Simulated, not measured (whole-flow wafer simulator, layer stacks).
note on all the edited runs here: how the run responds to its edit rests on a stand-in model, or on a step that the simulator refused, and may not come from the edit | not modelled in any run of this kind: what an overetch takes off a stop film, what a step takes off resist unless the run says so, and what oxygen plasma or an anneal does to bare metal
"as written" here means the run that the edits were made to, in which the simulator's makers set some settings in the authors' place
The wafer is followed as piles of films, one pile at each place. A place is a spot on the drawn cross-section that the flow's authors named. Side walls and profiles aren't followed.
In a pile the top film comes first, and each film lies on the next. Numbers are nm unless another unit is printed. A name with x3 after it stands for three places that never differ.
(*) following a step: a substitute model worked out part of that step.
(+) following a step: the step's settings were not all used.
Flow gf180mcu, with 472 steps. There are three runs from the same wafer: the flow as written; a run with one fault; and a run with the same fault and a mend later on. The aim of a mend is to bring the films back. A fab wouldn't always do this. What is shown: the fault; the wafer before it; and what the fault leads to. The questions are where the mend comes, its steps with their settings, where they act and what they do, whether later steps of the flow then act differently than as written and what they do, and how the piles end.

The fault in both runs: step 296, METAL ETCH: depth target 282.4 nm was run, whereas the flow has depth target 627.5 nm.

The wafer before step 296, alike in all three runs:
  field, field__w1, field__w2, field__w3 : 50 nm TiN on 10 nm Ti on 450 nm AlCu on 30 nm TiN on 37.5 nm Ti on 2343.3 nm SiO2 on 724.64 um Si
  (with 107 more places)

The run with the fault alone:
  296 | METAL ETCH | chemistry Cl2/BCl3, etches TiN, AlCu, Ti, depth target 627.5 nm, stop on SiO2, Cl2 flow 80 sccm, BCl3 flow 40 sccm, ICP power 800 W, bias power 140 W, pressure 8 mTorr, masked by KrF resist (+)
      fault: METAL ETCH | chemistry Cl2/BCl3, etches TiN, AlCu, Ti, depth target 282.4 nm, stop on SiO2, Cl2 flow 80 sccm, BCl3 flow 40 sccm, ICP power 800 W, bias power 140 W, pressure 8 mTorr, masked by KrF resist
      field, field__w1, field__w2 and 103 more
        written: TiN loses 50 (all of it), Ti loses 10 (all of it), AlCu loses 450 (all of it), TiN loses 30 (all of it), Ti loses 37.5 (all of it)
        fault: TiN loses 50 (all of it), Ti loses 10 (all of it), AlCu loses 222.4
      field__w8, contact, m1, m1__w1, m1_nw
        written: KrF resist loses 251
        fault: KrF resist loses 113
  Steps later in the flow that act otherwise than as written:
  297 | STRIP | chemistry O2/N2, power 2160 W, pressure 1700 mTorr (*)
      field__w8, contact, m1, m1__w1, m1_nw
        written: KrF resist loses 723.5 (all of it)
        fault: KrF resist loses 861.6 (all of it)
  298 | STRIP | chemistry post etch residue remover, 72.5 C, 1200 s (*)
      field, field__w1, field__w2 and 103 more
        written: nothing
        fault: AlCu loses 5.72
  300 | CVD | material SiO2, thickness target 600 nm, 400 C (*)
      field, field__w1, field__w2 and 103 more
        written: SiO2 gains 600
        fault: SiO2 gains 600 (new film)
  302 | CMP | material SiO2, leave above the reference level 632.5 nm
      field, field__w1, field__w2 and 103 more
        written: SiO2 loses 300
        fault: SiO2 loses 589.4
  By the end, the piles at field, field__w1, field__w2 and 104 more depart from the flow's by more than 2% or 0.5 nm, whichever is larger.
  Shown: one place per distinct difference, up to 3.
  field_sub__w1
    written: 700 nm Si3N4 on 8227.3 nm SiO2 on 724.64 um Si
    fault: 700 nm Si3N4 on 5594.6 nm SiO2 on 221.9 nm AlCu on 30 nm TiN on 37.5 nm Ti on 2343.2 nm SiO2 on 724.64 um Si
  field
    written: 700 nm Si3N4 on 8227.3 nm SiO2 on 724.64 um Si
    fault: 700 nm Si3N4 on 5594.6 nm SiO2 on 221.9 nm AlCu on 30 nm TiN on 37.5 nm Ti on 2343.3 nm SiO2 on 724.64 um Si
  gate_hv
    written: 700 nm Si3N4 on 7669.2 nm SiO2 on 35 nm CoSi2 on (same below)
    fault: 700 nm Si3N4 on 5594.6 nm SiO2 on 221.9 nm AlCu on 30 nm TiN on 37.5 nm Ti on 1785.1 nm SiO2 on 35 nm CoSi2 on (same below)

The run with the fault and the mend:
  After step 298 comes the mend.
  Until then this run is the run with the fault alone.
  298a | DEHYDRATE | 200 C, 60 s (the flow's step 289, run once more)
      alters no film at any place that is followed
  298b | HMDS | 120 C, 60 s (the flow's step 290, run once more)
      alters no film at any place that is followed
  298c | COAT | KrF resist, thickness 1000 nm (*) (the flow's step 291, run once more)
      iso_ptap_pw, iso_ntap_nw, iso_nw_fld and 33 more
        KrF resist gains 1000 (new film)
      field_sub__w2, field_sub__w4, ld_sd_n and 14 more
        KrF resist gains 1001.8 (new film)
      field__w10, p_well, sti and 10 more
        KrF resist gains 1002 (new film)
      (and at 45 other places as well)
  298d | SOFTBAKE | KrF resist (the flow's step 292, run once more)
      alters no film at any place that is followed
  298e | EXPOSE | photomask Metal2 (the flow's step 293, run once more)
      alters no film at any place that is followed
  298f | PEB | KrF resist, 135 C, 90 s (the flow's step 294, run once more)
      field__w1, field__w2, field__w3 and 59 more
        KrF resist loses 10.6
      iso_ptap_pw, iso_ntap_nw, iso_nw_fld and 33 more
        KrF resist loses 10.5
      sd_p, gate_p, nw_sep_fld
        KrF resist loses 10.7
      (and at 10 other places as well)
  298g | DEVELOP | thickness 1000 nm, 60 s (the flow's step 295, run once more)
      iso_ptap_pw, iso_ntap_nw, iso_nw_fld and 33 more
        KrF resist loses 989.5 (all of it)
      field__w5, field__w6, field__w9 and 13 more
        KrF resist loses 991.3 (all of it)
      field_sub, field_sub__w1, p_well and 9 more
        KrF resist loses 991.4 (all of it)
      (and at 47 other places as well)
  298h | METAL ETCH | chemistry Cl2/BCl3, etches TiN, AlCu, Ti, depth target 345.1 nm, stop on SiO2, Cl2 flow 80 sccm, BCl3 flow 40 sccm, ICP power 800 W, bias power 140 W, pressure 8 mTorr, masked by KrF resist (+) (the flow's step 296, run once more with other settings)
      field, field__w1, field__w2 and 103 more
        AlCu loses 221.9 (all of it), TiN loses 30 (all of it), Ti loses 37.5 (all of it)
      field__w8, contact, m1, m1__w1, m1_nw
        KrF resist loses 138
  298i | STRIP | chemistry O2/N2, power 2160 W, pressure 1700 mTorr (*) (the flow's step 297, run once more)
      field__w8
        KrF resist loses 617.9 (all of it)
      contact
        KrF resist loses 616.3 (all of it)
      m1
        KrF resist loses 617.8 (all of it)
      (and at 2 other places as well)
  298j | STRIP | chemistry post etch residue remover, 72.5 C, 1200 s (*) (the flow's step 298, run once more)
      field__w8, contact, m1, m1__w1, m1_nw
        TiN loses 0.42
  Later steps of the flow that are run all act as written at every place that is followed, up to a difference of at most 2% or 0.5 nm, whichever is larger.
  When the end is reached, the piles differ only a little from the flow's at the places that both follow, at most by 2% or 0.5 nm, whichever is larger.
